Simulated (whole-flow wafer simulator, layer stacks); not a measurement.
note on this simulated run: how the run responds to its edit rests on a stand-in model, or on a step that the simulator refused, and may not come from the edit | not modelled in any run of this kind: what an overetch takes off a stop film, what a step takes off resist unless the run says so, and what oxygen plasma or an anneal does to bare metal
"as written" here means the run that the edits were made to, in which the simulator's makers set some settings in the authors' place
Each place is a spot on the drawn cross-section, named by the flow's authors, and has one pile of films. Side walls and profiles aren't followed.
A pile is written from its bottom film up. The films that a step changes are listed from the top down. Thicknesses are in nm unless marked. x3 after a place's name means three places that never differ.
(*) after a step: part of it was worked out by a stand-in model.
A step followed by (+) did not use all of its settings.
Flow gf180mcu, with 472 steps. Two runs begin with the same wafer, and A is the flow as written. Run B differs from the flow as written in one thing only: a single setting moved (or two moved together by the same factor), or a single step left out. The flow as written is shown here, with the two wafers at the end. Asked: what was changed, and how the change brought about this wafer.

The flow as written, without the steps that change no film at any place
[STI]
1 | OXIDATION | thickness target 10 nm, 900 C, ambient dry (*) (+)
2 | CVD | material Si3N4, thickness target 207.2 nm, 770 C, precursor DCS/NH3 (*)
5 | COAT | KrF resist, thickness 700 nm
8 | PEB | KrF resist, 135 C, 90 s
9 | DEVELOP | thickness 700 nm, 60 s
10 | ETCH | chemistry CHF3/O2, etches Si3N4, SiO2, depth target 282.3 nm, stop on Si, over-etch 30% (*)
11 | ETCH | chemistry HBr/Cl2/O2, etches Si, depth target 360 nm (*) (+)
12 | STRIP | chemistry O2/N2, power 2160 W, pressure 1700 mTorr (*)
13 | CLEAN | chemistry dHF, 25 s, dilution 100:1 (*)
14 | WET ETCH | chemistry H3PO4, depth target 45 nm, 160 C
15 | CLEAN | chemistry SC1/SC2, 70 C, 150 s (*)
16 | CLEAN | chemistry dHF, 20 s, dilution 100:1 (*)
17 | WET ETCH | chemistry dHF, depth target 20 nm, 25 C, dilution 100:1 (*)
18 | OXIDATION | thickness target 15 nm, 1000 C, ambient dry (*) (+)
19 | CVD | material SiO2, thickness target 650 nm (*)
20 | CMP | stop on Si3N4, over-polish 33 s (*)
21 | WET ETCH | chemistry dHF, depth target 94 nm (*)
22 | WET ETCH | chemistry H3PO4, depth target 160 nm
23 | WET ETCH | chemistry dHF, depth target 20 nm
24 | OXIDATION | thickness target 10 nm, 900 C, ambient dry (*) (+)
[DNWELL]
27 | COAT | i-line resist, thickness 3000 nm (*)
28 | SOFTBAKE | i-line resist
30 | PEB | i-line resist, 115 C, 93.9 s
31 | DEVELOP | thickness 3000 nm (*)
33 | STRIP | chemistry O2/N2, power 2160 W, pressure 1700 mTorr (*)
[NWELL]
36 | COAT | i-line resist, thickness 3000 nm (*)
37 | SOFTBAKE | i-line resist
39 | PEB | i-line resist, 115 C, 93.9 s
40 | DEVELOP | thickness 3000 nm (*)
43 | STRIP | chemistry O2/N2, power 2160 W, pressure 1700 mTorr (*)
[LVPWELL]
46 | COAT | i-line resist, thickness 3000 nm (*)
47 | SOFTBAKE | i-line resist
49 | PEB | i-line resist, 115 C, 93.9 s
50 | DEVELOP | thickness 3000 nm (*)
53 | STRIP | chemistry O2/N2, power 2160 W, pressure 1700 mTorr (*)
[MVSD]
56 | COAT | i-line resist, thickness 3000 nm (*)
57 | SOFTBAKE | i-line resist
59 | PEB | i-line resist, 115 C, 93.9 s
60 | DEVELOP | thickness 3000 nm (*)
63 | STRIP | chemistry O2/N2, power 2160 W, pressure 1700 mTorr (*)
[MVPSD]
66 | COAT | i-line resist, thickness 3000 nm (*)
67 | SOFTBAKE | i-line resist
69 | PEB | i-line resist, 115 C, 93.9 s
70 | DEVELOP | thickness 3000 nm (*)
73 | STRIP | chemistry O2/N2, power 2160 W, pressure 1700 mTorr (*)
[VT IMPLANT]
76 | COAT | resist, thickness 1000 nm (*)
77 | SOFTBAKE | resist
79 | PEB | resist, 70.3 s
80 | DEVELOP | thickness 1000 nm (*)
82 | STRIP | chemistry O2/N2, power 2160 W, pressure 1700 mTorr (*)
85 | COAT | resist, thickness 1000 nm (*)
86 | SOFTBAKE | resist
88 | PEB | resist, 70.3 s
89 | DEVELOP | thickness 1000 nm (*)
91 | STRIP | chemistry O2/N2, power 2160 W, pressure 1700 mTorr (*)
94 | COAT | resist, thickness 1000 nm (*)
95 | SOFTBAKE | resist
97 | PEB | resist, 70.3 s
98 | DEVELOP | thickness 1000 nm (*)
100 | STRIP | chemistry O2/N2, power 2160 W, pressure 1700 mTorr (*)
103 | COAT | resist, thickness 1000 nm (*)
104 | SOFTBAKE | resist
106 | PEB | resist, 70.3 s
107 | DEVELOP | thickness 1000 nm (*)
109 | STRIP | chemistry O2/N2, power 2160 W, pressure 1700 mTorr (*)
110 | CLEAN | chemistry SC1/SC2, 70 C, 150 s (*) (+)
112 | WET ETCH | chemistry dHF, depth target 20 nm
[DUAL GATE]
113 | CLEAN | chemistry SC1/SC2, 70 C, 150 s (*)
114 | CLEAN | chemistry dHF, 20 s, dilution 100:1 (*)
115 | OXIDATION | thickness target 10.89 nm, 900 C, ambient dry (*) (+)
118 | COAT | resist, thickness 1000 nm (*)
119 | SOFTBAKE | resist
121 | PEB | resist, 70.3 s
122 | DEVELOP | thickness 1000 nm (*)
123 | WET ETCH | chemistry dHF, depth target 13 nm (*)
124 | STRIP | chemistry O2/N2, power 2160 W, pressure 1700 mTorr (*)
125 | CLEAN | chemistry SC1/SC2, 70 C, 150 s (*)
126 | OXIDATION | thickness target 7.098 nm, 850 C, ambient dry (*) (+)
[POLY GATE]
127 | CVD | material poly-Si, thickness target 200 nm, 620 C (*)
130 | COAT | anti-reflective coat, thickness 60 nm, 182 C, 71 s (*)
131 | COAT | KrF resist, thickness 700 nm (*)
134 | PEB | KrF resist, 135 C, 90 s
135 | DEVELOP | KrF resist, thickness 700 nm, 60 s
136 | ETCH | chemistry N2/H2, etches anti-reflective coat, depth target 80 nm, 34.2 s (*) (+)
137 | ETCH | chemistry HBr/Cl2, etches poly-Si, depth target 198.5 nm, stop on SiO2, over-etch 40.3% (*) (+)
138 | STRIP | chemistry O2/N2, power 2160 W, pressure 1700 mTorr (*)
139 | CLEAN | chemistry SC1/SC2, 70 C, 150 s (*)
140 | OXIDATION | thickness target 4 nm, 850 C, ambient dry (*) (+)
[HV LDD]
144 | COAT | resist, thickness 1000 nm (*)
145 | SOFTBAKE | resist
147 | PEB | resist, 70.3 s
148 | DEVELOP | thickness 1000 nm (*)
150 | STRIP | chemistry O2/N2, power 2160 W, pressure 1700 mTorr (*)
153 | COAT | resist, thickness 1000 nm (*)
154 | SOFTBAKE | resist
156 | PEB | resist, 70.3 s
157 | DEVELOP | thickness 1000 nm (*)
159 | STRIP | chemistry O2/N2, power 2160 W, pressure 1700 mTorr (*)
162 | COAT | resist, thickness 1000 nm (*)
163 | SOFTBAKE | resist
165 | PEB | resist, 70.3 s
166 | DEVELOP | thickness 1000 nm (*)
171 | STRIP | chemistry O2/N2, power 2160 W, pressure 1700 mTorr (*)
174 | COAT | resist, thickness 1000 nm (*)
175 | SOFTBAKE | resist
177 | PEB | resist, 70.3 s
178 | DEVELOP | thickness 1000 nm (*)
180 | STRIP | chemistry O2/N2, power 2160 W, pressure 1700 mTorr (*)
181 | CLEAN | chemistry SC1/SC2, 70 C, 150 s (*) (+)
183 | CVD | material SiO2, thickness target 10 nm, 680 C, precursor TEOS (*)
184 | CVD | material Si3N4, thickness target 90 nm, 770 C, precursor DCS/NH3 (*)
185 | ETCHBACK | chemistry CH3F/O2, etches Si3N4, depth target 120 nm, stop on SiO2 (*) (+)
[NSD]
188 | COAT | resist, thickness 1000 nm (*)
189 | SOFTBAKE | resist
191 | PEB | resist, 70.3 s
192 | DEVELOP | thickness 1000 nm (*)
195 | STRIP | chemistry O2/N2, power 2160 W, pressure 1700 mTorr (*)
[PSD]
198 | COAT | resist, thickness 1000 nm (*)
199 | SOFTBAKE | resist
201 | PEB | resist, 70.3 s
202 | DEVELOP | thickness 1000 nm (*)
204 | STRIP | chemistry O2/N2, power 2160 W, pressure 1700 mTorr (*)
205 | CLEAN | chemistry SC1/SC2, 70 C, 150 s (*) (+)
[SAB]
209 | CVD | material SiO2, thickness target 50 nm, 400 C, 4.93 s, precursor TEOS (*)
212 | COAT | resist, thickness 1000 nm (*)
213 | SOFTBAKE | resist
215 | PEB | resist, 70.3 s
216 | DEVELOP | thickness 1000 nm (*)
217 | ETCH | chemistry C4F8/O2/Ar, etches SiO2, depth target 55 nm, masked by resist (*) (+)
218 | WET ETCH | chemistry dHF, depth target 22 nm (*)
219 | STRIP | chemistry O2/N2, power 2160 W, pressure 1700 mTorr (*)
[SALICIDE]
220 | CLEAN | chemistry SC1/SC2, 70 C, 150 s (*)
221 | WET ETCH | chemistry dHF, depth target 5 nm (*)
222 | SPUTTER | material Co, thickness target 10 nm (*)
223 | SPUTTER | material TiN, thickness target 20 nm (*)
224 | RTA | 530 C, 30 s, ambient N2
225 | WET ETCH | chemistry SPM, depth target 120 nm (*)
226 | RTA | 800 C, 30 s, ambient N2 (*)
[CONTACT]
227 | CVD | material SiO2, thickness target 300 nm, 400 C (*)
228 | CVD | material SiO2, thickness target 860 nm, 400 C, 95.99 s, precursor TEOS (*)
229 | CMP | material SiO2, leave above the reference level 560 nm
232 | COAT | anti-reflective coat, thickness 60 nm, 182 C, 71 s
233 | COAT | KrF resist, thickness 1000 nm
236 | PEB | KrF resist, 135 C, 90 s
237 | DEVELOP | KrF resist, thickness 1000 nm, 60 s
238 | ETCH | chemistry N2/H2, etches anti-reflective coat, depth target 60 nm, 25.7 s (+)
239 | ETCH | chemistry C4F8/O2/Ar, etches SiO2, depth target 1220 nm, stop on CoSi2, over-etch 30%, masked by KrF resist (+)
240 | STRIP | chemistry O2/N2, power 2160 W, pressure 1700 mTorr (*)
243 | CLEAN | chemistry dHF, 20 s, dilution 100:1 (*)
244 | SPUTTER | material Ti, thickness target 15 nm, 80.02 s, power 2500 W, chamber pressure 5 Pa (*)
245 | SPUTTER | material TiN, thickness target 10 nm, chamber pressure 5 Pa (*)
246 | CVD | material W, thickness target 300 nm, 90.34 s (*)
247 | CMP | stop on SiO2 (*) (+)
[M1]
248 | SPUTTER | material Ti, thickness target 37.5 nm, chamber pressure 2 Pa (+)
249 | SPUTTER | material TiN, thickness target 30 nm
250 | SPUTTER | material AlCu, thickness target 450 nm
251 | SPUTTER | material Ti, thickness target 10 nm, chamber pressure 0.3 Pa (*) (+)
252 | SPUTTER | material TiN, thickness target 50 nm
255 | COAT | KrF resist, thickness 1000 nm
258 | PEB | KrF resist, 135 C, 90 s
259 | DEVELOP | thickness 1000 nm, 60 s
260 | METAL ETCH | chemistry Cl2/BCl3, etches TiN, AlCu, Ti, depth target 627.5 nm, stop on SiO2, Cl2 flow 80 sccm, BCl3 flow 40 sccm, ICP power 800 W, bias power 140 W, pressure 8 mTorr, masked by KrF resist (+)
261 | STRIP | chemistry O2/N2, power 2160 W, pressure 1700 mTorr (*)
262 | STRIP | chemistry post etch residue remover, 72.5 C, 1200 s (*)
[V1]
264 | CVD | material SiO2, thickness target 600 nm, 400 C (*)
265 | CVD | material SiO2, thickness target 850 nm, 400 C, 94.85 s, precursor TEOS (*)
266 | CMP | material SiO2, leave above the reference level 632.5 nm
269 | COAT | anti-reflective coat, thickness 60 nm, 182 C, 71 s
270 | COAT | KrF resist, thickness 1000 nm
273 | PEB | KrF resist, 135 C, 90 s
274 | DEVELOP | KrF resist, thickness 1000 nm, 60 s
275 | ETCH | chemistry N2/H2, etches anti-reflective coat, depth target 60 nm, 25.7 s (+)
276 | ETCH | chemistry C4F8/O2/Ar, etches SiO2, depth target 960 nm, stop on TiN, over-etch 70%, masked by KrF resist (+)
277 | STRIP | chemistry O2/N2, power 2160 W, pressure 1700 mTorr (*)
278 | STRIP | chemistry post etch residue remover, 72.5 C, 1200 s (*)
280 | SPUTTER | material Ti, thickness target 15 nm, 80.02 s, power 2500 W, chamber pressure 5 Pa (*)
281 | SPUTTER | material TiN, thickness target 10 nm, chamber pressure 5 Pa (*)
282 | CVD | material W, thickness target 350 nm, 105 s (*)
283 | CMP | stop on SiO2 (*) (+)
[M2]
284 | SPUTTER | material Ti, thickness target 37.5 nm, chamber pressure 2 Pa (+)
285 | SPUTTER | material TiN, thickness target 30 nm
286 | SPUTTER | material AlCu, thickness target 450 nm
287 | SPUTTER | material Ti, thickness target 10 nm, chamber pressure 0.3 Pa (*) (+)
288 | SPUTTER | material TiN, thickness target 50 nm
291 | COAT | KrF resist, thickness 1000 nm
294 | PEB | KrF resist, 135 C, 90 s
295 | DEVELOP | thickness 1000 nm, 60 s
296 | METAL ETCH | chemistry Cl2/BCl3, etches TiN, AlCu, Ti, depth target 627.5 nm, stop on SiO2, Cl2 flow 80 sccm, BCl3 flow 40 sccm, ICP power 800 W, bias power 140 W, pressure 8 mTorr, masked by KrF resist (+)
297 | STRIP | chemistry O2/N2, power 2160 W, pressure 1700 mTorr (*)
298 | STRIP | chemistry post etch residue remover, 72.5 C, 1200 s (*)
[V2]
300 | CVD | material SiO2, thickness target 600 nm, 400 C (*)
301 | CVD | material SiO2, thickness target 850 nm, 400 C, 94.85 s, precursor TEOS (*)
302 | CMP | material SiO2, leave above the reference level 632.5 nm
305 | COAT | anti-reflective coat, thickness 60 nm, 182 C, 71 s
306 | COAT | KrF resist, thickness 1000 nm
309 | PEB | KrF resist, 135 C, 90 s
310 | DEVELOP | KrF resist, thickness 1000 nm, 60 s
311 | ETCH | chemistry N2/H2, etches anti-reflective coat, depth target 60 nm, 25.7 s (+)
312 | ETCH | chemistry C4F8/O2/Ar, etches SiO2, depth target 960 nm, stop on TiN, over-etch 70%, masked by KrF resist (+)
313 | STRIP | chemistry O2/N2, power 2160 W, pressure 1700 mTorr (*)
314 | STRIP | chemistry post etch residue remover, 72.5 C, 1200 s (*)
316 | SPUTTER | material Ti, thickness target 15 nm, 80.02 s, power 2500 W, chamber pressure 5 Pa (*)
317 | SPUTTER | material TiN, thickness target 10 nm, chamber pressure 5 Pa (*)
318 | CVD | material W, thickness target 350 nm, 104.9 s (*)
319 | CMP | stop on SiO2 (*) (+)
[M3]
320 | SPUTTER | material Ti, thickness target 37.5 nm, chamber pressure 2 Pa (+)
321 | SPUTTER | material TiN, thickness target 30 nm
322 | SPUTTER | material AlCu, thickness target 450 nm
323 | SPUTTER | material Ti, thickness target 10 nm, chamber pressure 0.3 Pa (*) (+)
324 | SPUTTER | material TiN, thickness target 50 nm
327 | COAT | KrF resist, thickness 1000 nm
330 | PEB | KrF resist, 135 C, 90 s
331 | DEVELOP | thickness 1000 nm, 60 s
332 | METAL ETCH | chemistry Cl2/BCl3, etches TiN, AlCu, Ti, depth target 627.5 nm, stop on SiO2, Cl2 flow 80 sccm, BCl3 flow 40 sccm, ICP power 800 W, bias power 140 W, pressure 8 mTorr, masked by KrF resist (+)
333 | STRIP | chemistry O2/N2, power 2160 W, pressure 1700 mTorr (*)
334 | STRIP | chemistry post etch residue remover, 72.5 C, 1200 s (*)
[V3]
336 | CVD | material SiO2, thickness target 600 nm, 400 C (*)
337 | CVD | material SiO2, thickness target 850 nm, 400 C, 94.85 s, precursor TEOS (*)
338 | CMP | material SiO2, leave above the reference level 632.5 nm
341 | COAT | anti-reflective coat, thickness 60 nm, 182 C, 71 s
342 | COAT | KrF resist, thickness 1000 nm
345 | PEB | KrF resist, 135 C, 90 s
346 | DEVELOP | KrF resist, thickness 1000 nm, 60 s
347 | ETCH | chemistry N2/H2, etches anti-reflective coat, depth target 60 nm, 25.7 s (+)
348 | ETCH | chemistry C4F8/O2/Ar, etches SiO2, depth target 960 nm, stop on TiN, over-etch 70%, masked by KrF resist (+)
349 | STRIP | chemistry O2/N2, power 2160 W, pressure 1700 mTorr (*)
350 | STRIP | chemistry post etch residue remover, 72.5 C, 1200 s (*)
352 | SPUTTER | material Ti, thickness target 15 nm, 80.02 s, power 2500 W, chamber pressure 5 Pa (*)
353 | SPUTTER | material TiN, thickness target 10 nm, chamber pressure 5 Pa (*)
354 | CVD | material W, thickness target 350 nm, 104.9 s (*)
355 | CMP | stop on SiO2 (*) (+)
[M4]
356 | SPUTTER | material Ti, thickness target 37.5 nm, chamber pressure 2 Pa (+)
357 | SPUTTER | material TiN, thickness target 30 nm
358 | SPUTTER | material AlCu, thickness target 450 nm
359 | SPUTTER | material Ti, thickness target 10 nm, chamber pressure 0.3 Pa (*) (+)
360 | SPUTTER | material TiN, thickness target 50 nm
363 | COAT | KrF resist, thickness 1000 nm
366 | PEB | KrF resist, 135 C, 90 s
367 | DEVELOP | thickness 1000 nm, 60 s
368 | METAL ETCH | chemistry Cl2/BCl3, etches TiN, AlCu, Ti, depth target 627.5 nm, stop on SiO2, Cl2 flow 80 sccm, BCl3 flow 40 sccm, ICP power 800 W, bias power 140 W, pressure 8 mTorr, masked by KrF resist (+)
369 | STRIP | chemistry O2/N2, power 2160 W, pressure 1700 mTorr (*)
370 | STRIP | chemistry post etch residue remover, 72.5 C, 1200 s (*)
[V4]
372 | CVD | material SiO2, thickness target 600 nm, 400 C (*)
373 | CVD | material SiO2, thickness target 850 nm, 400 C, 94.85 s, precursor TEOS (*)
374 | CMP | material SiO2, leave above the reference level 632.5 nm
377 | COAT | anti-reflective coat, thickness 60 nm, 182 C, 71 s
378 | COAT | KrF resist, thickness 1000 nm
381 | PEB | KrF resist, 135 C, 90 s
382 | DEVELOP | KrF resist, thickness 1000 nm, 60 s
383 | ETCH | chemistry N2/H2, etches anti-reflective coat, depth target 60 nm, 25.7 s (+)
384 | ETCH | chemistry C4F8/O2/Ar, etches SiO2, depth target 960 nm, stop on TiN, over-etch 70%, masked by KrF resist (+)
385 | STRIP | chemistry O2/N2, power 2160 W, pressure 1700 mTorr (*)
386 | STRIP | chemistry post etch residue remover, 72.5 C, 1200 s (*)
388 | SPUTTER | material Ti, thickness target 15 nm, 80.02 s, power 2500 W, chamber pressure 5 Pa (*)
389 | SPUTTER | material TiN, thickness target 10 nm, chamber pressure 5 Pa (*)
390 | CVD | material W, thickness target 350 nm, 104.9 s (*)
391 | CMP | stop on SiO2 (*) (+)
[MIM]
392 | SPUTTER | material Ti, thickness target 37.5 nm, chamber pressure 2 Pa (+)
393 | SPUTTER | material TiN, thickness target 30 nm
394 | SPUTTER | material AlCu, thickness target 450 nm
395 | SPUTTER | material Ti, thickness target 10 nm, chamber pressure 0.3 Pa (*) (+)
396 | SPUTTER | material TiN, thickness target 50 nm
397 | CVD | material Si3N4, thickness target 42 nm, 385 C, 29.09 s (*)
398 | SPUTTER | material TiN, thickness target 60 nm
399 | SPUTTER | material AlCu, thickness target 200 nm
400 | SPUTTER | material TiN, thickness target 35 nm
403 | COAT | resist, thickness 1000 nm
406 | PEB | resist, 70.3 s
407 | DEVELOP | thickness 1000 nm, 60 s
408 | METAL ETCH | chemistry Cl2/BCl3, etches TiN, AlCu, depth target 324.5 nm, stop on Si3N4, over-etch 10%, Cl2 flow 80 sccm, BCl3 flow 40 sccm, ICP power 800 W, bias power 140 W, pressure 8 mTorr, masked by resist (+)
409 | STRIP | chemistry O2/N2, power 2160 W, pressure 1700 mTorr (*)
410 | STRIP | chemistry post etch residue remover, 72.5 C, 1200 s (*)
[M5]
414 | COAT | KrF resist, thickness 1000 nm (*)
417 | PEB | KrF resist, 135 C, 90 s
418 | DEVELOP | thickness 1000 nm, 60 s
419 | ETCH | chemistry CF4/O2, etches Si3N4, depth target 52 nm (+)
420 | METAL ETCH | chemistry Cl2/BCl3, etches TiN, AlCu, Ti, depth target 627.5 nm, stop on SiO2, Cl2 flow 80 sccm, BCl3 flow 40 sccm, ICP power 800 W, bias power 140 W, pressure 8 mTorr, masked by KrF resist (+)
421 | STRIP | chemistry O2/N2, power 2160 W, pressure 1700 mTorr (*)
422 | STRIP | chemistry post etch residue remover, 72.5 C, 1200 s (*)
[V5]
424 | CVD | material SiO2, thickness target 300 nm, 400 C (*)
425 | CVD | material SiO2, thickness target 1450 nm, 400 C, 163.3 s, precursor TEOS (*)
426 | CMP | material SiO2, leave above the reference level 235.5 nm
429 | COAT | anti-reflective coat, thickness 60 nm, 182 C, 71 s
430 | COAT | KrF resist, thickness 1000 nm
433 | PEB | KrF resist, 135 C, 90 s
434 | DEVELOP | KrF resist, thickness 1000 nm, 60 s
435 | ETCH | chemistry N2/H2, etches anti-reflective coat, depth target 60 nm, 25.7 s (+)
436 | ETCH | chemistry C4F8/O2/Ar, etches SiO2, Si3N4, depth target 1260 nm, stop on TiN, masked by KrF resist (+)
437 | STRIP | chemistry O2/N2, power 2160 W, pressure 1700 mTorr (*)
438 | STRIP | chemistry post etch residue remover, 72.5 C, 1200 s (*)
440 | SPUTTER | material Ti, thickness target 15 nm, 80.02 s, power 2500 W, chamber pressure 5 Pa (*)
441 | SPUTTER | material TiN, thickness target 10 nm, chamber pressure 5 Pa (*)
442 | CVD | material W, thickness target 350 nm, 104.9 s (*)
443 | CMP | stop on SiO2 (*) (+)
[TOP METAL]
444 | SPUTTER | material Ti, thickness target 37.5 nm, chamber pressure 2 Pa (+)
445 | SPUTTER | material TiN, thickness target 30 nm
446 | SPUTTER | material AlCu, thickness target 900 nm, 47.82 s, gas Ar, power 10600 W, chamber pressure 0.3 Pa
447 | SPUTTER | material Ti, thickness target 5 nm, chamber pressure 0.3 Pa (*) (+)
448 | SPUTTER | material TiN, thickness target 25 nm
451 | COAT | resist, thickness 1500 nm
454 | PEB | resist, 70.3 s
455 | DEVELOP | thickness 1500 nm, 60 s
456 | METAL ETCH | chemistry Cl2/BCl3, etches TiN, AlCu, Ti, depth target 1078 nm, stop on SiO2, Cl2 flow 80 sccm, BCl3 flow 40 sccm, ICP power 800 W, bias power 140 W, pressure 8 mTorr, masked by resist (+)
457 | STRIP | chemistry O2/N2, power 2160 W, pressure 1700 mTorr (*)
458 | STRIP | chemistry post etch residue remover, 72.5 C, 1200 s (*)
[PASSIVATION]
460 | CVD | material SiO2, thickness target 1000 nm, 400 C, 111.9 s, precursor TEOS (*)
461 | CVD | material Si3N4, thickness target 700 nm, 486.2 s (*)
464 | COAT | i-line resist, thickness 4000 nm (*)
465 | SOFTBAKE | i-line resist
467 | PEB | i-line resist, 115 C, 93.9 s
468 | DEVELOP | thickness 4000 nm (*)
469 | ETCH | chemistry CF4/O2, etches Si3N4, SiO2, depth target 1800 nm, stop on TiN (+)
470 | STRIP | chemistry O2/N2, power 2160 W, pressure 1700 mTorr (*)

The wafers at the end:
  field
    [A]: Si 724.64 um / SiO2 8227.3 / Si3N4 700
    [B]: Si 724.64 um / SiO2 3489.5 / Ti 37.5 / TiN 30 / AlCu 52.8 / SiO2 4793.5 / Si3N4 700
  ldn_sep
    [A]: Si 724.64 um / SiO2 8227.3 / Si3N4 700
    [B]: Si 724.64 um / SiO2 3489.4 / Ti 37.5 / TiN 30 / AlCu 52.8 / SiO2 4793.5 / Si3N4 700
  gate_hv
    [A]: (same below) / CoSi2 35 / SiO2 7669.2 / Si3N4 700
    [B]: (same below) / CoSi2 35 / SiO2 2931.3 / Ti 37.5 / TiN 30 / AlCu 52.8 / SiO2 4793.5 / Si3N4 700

What caused this: step 322, SPUTTER: thickness target 626 nm was run, whereas the flow has thickness target 450 nm.

How this came from the change, step by step:
  322 | SPUTTER | material AlCu, thickness target 450 nm
      field, field__w1, field__w2 and 108 more: A AlCu gains 450 (new film) | B AlCu gains 626 (new film)
  332 | METAL ETCH | chemistry Cl2/BCl3, etches TiN, AlCu, Ti, depth target 627.5 nm, stop on SiO2, Cl2 flow 80 sccm, BCl3 flow 40 sccm, ICP power 800 W, bias power 140 W, pressure 8 mTorr, masked by KrF resist (+)
      field, field__w1, field__w2 and 103 more: A TiN loses 50 (all of it), Ti loses 10 (all of it), AlCu loses 450 (all of it), TiN loses 30 (all of it), Ti loses 37.5 (all of it) | B TiN loses 50 (all of it), Ti loses 10 (all of it), AlCu loses 567.5
  334 | STRIP | chemistry post etch residue remover, 72.5 C, 1200 s (*)
      field, field__w1, field__w2 and 103 more: A nothing | B AlCu loses 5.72
  336 | CVD | material SiO2, thickness target 600 nm, 400 C (*)
      field, field__w1, field__w2 and 103 more: A SiO2 gains 600 | B SiO2 gains 600 (new film)
  338 | CMP | material SiO2, leave above the reference level 632.5 nm
      field, field__w1, field__w2 and 103 more: A SiO2 loses 300 | B SiO2 loses 244.3
If metal films that touch count as one body, field has 1 body; the flow as written gives 0 bodies.
If metal films that touch count as one body, ldn_sep has 1 body; the flow as written gives 0 bodies.
If metal films that touch count as one body, gate_hv has 2 bodies (between them, from the top down: SiO2 2931.3); the flow as written gives 1 body.
